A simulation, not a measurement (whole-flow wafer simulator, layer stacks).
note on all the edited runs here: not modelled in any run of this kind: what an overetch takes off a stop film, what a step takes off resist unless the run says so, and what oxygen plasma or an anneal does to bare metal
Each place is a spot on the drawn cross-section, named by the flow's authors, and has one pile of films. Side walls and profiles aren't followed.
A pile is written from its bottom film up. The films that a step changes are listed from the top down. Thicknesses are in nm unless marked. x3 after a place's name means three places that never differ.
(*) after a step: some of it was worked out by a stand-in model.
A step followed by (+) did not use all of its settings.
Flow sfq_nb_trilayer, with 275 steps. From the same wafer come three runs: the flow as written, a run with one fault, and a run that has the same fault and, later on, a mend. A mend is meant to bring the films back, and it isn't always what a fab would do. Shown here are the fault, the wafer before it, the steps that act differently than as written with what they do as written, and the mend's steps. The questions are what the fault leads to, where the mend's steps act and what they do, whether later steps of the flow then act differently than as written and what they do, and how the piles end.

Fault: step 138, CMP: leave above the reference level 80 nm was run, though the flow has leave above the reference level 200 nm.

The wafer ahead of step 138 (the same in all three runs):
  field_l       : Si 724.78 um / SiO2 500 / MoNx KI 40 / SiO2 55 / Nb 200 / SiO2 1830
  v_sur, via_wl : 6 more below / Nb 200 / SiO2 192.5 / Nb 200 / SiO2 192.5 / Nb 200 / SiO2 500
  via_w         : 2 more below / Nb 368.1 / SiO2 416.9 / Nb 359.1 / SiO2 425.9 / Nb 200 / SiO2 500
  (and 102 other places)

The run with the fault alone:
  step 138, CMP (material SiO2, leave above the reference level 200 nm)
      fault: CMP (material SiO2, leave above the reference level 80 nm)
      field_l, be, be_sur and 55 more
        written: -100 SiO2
        fault: -220 SiO2
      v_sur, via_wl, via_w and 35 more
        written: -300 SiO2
        fault: -420 SiO2
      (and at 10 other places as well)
  Later steps of the flow acting differently than as written (5 more steps, not shown, differ only slightly: by at most 2% or 0.5 nm, whichever is larger):
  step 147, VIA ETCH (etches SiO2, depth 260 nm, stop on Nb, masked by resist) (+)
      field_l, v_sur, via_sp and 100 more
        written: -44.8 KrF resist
        fault: -20.6 KrF resist
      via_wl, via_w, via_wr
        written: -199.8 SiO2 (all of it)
        fault: -79.8 SiO2 (all of it)
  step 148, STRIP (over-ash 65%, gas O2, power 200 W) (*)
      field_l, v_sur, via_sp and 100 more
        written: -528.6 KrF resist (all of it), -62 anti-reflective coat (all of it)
        fault: -552.8 KrF resist (all of it), -62 anti-reflective coat (all of it)
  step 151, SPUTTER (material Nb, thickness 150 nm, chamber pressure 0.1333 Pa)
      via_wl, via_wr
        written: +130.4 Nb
        fault: +133.8 Nb
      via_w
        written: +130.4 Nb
        fault: +149.4 Nb
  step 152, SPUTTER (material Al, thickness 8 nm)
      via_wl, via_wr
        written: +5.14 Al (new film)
        fault: +6.48 Al (new film)
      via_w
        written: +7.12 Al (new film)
        fault: +7.94 Al (new film)
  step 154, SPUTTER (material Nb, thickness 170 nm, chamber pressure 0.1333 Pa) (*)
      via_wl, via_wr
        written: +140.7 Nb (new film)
        fault: +133.7 Nb (new film)
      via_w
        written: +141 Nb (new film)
        fault: +169.3 Nb (new film)
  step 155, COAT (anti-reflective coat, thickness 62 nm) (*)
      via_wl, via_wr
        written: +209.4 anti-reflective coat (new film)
        fault: +157.7 anti-reflective coat (new film)
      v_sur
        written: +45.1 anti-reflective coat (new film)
        fault: +52.2 anti-reflective coat (new film)
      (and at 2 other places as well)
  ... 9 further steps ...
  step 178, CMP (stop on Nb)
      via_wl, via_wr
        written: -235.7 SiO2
        fault: -369.2 SiO2
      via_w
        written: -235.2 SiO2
        fault: -373.9 SiO2
  The piles end different from the flow's at field_l, v_sur, via_wl and 103 more by more than 2% or 0.5 nm, whichever is larger.
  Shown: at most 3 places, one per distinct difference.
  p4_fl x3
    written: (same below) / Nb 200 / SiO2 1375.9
    fault: (same below) / Nb 200 / SiO2 1255.9
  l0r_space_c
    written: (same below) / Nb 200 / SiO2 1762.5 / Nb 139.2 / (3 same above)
    fault: (same below) / Nb 200 / SiO2 1642.5 / Nb 139.2 / (3 same above)
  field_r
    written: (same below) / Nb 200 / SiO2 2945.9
    fault: (same below) / Nb 200 / SiO2 2825.9

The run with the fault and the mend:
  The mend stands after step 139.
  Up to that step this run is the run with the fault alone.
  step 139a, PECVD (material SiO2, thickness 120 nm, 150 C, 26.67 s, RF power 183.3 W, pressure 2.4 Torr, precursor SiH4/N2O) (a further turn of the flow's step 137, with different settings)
      field_l, v_sur, via_wl and 103 more
        +120 SiO2
  Later steps of the flow that are run all act as written at every place that is followed.
  The piles end the same as the flow's at every place that both follow.
